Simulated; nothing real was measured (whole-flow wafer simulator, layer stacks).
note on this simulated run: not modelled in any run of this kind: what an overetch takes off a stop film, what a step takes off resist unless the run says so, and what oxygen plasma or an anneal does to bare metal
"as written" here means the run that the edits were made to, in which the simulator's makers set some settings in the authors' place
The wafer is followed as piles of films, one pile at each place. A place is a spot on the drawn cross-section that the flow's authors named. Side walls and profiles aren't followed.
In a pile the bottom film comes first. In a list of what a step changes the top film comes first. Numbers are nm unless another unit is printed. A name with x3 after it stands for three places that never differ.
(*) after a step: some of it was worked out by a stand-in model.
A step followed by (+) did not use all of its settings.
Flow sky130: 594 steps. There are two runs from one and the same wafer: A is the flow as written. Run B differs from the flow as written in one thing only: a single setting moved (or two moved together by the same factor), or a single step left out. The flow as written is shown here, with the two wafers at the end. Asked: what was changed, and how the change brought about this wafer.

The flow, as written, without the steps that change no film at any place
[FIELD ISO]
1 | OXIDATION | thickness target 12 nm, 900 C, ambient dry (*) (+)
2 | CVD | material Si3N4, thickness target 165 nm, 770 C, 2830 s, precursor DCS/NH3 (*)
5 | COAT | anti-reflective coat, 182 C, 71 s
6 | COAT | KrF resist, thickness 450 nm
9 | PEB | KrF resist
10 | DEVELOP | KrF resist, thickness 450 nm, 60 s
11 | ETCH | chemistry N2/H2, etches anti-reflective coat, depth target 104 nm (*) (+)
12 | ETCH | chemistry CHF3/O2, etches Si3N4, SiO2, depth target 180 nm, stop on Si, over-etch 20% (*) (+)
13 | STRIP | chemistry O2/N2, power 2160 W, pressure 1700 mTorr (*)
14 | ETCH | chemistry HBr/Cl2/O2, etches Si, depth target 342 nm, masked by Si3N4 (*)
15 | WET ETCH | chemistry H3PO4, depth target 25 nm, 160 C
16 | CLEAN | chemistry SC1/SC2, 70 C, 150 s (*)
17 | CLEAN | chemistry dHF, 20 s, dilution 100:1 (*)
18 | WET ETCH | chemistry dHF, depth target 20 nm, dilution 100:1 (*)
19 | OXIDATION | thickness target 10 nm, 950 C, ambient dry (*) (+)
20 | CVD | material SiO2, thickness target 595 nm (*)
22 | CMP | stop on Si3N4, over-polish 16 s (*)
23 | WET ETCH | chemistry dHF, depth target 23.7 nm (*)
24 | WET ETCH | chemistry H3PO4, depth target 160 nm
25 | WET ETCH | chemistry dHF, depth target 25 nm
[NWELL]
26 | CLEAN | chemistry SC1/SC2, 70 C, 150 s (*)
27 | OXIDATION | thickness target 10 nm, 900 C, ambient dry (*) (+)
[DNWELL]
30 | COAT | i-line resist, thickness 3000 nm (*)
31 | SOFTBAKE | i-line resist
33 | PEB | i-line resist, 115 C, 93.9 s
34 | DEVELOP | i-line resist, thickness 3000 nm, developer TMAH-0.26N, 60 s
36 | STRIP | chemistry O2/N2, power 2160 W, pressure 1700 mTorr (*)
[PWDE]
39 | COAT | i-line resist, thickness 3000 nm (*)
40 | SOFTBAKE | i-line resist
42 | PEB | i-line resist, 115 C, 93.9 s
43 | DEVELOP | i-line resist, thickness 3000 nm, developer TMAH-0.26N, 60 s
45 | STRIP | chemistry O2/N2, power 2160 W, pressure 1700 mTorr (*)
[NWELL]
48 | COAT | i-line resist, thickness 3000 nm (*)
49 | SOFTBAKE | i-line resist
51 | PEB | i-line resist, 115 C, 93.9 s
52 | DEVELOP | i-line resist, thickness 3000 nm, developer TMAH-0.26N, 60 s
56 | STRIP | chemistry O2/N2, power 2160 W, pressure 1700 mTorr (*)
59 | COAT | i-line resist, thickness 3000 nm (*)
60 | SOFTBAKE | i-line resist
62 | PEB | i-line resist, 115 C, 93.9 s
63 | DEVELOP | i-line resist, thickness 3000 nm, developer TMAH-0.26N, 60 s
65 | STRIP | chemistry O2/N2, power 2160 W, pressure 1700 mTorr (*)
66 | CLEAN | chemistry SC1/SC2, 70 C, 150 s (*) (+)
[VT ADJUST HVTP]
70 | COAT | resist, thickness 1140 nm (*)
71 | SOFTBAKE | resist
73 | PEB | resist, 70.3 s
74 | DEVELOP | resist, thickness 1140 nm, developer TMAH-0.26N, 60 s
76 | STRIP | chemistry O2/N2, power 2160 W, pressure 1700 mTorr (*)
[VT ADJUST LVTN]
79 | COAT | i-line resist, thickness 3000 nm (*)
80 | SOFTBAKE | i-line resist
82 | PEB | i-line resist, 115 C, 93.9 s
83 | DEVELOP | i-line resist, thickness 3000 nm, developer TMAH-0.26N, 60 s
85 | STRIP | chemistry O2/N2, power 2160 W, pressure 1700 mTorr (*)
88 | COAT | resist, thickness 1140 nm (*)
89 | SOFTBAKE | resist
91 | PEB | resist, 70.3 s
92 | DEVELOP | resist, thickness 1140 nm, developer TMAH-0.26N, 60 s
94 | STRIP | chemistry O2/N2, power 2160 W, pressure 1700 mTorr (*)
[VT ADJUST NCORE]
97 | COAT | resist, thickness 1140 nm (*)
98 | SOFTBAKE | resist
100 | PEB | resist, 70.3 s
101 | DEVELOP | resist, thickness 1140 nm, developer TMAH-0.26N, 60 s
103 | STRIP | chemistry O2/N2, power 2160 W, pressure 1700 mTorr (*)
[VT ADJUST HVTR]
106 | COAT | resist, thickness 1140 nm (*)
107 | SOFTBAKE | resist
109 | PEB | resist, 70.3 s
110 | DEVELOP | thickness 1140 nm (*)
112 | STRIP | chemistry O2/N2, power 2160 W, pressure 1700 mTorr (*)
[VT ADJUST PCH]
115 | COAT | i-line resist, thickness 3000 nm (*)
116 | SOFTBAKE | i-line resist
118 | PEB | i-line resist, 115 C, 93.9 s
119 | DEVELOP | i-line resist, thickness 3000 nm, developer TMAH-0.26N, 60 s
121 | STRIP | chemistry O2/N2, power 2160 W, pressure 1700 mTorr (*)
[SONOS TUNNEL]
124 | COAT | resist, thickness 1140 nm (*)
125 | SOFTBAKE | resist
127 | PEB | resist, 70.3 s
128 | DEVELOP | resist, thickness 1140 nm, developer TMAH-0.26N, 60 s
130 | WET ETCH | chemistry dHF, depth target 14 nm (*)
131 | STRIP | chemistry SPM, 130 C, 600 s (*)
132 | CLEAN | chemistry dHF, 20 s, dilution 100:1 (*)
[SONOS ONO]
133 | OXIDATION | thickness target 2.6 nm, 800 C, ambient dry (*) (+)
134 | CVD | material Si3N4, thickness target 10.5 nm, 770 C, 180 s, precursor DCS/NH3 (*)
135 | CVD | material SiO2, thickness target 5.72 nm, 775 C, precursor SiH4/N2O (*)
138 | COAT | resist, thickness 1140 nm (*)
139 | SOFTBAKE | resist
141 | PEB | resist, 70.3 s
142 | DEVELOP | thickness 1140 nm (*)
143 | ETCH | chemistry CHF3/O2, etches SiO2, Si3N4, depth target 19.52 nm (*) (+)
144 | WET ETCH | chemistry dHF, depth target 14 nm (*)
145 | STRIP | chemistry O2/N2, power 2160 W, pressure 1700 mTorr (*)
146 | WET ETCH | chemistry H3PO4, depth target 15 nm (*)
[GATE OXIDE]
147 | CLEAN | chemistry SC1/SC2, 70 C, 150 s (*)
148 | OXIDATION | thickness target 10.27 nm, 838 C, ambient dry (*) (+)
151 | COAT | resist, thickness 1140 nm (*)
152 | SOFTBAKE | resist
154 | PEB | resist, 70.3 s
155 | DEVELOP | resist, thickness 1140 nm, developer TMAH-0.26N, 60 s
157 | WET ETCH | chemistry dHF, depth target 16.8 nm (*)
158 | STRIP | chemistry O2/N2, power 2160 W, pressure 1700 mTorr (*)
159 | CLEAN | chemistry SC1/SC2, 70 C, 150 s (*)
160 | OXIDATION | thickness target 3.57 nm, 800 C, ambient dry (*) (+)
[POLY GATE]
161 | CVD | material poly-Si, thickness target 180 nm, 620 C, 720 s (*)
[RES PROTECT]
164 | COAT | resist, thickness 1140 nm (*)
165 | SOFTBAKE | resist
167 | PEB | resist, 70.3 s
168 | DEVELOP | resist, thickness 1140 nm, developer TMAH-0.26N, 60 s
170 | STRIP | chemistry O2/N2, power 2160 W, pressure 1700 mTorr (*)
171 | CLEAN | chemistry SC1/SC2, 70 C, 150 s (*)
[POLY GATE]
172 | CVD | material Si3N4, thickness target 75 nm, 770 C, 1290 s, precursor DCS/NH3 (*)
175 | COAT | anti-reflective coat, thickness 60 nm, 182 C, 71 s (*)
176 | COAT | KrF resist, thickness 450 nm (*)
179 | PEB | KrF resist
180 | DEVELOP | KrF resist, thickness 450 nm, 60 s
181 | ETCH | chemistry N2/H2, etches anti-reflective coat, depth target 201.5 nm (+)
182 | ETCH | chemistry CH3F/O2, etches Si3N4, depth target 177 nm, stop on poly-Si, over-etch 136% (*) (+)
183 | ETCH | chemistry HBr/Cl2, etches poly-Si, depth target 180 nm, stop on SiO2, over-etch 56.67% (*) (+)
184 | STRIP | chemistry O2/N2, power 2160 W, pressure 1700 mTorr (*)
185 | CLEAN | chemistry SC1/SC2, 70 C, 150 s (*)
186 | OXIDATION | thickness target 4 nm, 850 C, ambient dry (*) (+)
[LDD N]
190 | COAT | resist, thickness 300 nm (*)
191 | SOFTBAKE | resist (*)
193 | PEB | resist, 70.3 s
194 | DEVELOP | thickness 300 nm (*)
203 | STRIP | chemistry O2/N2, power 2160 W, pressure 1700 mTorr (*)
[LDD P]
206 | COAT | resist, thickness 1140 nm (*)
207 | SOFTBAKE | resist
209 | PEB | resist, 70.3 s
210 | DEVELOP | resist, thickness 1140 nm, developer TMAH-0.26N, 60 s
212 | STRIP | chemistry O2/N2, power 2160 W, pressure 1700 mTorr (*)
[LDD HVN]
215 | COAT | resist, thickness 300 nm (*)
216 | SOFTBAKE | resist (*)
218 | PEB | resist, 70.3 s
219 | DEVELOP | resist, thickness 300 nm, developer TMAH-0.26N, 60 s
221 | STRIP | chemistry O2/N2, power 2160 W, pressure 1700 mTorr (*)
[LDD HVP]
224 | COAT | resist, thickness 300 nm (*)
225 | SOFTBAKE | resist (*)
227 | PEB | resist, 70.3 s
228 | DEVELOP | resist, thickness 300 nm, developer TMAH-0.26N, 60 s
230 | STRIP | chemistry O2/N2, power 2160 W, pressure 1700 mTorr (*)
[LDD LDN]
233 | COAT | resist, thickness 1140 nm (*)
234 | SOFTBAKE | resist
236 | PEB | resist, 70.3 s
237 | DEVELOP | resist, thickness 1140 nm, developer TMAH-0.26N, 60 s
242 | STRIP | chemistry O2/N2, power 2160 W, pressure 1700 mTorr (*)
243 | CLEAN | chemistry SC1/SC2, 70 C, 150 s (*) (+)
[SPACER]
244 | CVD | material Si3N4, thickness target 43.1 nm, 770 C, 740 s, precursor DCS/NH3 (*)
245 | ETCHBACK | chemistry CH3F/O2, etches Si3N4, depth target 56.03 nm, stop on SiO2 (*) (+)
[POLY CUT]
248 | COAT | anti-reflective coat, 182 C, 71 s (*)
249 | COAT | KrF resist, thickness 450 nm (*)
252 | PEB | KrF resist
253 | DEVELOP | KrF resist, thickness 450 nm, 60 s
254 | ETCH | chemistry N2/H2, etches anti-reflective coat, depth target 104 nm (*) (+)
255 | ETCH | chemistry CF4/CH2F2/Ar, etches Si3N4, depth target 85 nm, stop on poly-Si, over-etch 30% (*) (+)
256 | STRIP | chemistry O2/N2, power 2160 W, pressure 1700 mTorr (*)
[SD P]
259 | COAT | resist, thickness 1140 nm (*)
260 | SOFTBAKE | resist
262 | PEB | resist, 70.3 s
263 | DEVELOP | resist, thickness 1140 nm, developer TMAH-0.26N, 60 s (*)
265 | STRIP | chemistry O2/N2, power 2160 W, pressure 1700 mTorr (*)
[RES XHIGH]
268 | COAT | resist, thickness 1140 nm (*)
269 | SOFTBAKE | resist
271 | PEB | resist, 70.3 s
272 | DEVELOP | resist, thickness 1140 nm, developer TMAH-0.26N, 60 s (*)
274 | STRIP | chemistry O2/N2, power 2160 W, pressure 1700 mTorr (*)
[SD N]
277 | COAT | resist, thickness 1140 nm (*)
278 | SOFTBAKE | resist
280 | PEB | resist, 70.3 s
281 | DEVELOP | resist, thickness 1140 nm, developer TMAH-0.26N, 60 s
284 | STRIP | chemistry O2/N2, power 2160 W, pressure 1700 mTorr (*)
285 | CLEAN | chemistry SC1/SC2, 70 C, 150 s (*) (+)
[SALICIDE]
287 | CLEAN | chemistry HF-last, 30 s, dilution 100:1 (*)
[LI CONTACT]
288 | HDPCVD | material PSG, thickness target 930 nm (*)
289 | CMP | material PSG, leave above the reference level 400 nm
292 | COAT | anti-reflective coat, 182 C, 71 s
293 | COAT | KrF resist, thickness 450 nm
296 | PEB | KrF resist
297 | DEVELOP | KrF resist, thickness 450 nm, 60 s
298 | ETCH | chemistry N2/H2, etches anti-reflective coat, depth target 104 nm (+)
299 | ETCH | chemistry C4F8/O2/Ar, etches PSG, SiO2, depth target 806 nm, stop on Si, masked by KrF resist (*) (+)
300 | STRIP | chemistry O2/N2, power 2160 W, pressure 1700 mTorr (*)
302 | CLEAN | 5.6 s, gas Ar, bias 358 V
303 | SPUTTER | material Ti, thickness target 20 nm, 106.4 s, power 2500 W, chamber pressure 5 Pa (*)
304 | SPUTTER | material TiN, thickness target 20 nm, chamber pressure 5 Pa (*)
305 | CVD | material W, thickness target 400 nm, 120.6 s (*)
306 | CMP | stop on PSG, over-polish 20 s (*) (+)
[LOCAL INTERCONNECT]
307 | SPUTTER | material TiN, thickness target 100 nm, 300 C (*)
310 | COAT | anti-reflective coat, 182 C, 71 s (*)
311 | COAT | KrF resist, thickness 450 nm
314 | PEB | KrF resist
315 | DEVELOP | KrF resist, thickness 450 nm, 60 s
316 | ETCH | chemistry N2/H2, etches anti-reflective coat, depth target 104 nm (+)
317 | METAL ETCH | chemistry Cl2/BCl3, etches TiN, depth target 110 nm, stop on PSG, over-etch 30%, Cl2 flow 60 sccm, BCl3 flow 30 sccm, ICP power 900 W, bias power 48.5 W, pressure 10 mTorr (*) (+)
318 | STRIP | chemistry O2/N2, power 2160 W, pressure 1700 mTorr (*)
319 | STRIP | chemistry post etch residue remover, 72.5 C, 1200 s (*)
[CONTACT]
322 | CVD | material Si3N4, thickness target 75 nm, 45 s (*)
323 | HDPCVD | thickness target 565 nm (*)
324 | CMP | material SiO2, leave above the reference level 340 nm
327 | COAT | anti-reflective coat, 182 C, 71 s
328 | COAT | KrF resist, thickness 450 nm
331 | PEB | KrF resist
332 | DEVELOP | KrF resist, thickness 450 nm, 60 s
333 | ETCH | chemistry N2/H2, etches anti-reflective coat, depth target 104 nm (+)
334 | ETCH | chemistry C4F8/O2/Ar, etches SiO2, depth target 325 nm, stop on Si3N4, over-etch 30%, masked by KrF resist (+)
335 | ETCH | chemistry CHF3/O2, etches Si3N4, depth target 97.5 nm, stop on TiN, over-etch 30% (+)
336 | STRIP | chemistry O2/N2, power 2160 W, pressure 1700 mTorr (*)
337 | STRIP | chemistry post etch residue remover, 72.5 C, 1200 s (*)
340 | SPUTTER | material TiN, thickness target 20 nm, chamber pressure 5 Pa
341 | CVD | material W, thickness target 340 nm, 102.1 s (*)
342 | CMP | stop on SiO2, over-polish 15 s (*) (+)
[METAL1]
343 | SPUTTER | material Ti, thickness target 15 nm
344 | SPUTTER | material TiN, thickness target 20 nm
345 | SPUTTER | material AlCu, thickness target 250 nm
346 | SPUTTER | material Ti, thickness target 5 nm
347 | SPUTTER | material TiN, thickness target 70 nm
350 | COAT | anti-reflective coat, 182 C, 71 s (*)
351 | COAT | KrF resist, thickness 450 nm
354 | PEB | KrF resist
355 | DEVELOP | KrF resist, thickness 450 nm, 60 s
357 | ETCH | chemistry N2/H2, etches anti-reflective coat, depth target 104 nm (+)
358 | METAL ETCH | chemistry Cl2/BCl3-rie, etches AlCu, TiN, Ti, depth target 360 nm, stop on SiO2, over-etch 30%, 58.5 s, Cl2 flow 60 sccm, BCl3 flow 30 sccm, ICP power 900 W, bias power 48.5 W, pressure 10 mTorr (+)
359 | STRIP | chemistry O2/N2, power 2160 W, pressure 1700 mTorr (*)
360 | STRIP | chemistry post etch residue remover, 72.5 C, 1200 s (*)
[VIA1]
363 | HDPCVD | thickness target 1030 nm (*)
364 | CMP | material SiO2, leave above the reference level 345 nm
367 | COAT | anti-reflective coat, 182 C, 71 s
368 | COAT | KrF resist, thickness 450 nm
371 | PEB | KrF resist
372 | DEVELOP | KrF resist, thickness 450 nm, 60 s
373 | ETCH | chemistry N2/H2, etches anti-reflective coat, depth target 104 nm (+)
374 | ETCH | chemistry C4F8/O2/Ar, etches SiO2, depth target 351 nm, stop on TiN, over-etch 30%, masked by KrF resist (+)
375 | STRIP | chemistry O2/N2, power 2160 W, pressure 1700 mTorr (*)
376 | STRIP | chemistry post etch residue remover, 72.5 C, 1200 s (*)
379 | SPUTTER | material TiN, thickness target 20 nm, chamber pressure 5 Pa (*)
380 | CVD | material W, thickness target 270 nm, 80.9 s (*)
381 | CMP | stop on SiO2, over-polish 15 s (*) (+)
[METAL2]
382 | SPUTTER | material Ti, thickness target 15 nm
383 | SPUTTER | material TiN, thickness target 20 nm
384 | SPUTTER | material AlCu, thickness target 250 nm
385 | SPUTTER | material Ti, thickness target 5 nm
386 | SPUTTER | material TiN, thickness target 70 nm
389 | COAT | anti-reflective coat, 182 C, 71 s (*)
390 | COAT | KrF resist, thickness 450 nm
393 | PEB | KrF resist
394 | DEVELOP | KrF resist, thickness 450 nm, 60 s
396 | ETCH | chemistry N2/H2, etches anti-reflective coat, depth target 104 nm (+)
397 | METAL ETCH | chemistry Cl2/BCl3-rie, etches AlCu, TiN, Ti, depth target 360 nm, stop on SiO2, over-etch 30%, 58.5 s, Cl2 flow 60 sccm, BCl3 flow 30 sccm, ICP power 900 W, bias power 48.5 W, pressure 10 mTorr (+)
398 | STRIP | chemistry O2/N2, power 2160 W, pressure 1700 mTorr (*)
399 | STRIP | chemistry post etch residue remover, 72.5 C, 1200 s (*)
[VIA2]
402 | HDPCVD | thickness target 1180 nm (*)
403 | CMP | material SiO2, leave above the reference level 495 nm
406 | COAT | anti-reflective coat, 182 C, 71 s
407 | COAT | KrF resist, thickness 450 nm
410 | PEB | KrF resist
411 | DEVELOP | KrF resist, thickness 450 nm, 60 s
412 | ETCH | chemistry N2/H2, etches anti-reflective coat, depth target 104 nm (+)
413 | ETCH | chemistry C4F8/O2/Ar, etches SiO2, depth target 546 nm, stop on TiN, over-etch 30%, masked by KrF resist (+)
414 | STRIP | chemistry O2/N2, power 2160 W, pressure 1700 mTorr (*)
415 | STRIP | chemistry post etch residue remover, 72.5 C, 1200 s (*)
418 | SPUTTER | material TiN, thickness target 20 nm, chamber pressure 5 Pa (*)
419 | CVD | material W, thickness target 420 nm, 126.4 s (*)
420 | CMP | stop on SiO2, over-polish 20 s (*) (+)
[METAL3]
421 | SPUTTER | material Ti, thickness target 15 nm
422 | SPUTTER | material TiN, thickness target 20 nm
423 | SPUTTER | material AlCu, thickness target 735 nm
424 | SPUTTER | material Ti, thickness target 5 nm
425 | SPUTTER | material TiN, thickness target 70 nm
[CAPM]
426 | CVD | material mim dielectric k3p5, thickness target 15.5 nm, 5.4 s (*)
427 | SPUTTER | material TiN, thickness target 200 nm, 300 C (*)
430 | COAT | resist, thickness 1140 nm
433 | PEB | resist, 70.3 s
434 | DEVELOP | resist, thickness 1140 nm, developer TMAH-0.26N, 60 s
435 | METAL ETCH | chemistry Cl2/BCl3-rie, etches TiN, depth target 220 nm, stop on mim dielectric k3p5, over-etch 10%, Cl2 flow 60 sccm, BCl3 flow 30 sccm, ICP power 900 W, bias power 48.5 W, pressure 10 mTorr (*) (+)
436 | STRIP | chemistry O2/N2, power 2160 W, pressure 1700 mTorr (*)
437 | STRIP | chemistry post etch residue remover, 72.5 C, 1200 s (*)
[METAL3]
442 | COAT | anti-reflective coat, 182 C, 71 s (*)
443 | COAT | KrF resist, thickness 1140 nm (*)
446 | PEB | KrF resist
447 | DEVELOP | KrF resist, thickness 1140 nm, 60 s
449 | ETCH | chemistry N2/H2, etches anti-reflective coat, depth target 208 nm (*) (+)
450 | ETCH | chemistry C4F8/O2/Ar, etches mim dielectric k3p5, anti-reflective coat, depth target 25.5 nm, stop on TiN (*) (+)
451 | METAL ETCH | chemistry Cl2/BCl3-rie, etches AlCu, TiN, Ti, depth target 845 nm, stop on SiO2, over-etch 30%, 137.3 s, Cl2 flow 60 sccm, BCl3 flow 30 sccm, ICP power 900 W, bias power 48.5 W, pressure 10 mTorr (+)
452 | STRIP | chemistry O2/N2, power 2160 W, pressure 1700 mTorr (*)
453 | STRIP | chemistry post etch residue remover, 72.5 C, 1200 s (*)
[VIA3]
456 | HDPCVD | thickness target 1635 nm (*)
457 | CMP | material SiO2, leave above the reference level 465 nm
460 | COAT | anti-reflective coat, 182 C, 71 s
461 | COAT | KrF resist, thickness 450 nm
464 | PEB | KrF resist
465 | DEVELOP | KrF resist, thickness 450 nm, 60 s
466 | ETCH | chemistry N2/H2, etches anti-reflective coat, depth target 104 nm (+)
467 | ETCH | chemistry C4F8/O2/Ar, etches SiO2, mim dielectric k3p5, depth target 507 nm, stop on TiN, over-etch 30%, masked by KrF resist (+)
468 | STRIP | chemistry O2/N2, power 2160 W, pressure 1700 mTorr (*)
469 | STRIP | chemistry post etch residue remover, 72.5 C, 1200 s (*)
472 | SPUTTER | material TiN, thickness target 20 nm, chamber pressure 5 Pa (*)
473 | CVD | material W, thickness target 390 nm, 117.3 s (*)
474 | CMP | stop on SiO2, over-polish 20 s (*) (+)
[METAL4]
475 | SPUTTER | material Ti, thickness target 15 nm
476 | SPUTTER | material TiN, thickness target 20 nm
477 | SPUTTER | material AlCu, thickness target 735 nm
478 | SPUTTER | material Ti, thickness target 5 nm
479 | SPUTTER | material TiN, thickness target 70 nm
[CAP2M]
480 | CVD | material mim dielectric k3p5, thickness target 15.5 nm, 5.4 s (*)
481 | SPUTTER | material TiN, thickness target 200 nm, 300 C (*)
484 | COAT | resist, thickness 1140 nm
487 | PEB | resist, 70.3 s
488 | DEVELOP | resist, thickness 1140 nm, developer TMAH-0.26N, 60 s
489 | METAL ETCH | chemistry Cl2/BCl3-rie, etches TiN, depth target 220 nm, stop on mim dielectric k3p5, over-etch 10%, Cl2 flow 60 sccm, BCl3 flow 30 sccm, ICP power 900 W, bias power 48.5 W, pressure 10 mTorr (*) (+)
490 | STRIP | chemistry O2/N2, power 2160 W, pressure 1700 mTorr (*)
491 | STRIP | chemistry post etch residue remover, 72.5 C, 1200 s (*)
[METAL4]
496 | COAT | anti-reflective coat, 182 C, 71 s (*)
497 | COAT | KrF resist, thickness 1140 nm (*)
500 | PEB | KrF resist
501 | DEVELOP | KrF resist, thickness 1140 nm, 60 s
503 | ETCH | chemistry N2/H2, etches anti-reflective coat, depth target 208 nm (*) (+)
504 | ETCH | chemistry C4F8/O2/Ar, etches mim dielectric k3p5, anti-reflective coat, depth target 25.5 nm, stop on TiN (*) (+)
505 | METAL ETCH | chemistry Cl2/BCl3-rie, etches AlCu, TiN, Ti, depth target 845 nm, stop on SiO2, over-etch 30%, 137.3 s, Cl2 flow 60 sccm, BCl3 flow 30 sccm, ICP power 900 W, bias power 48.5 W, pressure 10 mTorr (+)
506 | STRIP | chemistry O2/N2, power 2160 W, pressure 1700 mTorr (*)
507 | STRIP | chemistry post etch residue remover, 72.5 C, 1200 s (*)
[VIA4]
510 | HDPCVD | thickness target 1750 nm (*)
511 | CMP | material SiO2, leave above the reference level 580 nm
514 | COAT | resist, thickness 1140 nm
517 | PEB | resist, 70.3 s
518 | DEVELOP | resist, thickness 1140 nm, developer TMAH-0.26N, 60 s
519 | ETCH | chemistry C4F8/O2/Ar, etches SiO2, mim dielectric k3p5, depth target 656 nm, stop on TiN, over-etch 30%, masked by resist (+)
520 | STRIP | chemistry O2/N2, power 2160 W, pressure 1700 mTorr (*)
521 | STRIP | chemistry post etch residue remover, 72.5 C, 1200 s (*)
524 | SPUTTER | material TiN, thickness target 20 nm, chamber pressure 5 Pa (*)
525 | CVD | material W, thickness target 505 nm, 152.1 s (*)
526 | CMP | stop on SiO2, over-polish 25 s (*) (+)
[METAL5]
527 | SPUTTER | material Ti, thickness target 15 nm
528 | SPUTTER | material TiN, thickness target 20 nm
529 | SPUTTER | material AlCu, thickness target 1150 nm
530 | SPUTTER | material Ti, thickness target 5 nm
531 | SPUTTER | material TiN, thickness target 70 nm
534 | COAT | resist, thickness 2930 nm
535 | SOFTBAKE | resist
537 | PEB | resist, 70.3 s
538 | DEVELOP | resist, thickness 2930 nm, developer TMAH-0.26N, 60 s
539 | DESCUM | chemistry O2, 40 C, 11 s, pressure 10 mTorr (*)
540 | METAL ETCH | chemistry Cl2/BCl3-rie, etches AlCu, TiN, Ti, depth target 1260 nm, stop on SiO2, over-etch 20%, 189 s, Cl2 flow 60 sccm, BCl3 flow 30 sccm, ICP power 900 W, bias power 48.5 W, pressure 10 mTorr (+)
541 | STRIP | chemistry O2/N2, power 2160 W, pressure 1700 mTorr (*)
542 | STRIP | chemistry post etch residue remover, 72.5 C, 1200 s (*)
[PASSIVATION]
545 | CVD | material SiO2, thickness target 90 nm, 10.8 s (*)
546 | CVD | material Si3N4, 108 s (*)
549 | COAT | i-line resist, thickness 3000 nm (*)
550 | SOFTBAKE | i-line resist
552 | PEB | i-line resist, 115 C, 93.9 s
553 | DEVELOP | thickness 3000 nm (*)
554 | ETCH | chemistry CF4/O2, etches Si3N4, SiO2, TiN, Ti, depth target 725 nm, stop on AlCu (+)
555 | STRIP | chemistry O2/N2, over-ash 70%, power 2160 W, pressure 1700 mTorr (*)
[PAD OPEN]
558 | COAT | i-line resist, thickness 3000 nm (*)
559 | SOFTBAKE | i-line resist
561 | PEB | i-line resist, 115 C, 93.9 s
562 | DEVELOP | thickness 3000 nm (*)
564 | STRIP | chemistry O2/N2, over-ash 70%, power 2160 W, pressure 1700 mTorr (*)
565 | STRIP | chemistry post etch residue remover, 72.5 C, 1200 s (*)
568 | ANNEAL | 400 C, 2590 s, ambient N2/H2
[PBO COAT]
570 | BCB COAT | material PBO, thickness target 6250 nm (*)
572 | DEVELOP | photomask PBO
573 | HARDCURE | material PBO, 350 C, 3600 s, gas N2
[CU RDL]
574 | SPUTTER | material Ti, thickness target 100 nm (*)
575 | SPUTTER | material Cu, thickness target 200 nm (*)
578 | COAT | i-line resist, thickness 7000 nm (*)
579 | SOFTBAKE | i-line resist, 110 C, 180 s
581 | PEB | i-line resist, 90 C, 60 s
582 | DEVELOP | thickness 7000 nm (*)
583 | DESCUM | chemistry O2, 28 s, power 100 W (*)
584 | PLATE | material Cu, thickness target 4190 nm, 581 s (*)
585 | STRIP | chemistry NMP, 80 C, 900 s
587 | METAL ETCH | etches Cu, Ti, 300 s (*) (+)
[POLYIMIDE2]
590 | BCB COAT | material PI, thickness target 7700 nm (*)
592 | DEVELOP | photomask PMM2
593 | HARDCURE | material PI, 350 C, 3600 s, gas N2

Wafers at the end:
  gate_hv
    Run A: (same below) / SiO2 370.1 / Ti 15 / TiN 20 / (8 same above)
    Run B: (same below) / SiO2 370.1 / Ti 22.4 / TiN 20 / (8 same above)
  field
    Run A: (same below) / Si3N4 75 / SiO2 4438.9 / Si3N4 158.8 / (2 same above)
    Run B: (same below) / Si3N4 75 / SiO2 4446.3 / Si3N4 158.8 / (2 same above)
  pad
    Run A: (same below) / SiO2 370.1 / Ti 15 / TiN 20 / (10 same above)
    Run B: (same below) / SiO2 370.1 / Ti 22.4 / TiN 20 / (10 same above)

Cause: step 475, SPUTTER: thickness target 22.4 nm was run, whereas the flow has thickness target 15 nm.
The wafer itself shows it: gate_hv has Ti 22.4, and step 475 as written asks for 15 nm.

How this came from the change, step by step:
  475 | SPUTTER | material Ti, thickness target 15 nm
      field, active, n_well and 189 more: A +15 Ti (new film) | B +22.4 Ti (new film)
  505 | METAL ETCH | chemistry Cl2/BCl3-rie, etches AlCu, TiN, Ti, depth target 845 nm, stop on SiO2, over-etch 30%, 137.3 s, Cl2 flow 60 sccm, BCl3 flow 30 sccm, ICP power 900 W, bias power 48.5 W, pressure 10 mTorr (+)
      field, gate, spacer and 68 more: A -70 TiN (all of it), -5 Ti (all of it), -735 AlCu (all of it), -20 TiN (all of it), -15 Ti (all of it), -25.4 SiO2 | B -70 TiN (all of it), -5 Ti (all of it), -735 AlCu (all of it), -20 TiN (all of it), -22.4 Ti (all of it), -24.6 SiO2
      active, vpp_iso1, mim_edge_plate and 14 more: A -70 TiN (all of it), -5 Ti (all of it), -735 AlCu (all of it), -20 TiN (all of it), -15 Ti (all of it), -25.3 SiO2 | B -70 TiN (all of it), -5 Ti (all of it), -735 AlCu (all of it), -20 TiN (all of it), -22.4 Ti (all of it), -24.6 SiO2
